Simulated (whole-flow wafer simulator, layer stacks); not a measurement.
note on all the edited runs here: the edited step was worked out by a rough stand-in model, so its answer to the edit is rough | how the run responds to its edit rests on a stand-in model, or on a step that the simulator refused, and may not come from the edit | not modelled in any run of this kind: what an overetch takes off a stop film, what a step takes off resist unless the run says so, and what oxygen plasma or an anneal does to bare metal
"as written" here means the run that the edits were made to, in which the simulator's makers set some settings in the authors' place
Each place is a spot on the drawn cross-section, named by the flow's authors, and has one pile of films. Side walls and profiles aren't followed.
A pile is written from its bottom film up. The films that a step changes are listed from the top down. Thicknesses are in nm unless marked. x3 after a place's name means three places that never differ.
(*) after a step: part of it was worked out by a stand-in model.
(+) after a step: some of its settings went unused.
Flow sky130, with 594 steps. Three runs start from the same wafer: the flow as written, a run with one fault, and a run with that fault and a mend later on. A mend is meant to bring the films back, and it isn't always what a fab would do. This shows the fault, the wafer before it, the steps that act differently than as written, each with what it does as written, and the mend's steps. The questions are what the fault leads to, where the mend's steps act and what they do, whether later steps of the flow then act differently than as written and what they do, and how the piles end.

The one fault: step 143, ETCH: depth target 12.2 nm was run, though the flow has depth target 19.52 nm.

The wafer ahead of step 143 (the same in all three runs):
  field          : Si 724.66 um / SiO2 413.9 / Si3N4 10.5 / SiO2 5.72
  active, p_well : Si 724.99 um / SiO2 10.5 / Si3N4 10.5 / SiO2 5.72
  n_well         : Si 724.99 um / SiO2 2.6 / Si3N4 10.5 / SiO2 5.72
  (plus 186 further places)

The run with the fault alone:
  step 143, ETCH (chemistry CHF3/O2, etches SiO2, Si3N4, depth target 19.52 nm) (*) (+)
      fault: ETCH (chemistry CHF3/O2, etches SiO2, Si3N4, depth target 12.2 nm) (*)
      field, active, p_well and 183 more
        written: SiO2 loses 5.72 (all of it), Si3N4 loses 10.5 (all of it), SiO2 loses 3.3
        fault: SiO2 loses 5.72 (all of it), Si3N4 loses 6.48
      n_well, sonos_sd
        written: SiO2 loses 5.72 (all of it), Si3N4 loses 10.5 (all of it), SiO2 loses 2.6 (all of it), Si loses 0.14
        fault: SiO2 loses 5.72 (all of it), Si3N4 loses 6.48
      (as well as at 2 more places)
  Steps further on in the flow that do not act as written (55 more steps, not shown, differ only slightly: by at most 2% or 0.5 nm, whichever is larger):
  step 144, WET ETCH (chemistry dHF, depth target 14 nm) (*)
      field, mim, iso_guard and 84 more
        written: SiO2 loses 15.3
        fault: Si3N4 loses 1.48
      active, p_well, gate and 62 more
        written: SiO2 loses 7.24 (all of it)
        fault: Si3N4 loses 1.48
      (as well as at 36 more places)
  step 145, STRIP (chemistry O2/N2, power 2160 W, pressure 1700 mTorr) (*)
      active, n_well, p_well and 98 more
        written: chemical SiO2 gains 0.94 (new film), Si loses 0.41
        fault: nothing
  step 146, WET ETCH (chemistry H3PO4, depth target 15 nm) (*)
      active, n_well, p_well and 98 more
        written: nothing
        fault: Si3N4 loses 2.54 (all of it), SiO2 loses 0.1
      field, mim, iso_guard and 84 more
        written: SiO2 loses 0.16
        fault: Si3N4 loses 2.54 (all of it), SiO2 loses 0.13
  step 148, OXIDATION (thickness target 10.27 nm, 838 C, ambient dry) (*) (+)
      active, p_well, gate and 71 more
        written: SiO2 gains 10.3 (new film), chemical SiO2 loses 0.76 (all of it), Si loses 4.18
        fault: SiO2 gains 6.52, Si loses 2.87
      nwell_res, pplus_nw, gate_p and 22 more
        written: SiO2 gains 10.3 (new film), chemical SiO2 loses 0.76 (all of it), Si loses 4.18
        fault: SiO2 gains 6.54, Si loses 2.88
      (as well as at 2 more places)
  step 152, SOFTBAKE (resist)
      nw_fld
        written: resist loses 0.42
        fault: resist gains 1.42
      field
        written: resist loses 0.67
        fault: resist loses 0.04
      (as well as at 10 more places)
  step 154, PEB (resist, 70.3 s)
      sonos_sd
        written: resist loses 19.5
        fault: resist loses 20.1
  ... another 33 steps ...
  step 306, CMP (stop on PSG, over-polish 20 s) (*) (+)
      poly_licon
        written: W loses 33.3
        fault: W loses 50
  At field, gate_hv, m1 and 127 more, the piles at the end differ from the flow's by more than 2% or 0.5 nm, whichever is larger.
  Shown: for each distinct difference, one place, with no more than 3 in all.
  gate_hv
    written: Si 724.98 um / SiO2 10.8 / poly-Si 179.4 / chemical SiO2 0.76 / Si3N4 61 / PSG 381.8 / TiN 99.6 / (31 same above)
    fault: Si 724.99 um / SiO2 17.1 / poly-Si 179.4 / chemical SiO2 0.76 / Si3N4 61 / PSG 375.5 / TiN 99.6 / (31 same above)
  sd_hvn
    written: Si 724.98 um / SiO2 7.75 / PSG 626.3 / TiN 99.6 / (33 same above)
    fault: Si 724.98 um / SiO2 13.9 / PSG 620.1 / TiN 99.6 / (33 same above)
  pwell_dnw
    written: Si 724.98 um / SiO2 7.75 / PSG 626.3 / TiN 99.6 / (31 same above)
    fault: Si 724.98 um / SiO2 13.9 / PSG 620.1 / TiN 99.6 / (31 same above)

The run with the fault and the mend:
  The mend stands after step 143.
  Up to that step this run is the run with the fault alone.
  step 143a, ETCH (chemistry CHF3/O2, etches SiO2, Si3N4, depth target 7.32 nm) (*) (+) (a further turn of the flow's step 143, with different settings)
      field, active, p_well and 183 more
        Si3N4 loses 4.02 (all of it), SiO2 loses 3.3
      n_well, sonos_sd
        Si3N4 loses 4.02 (all of it), SiO2 loses 2.6 (all of it), Si loses 0.14
      sonos_cell, sonos_cell_x
        resist loses 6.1
  Every later step of the flow that is run acts as written, at every place that is followed, to within 2% or 0.5 nm, whichever is larger.
  By the end, the piles equal the flow's at every place that both follow.
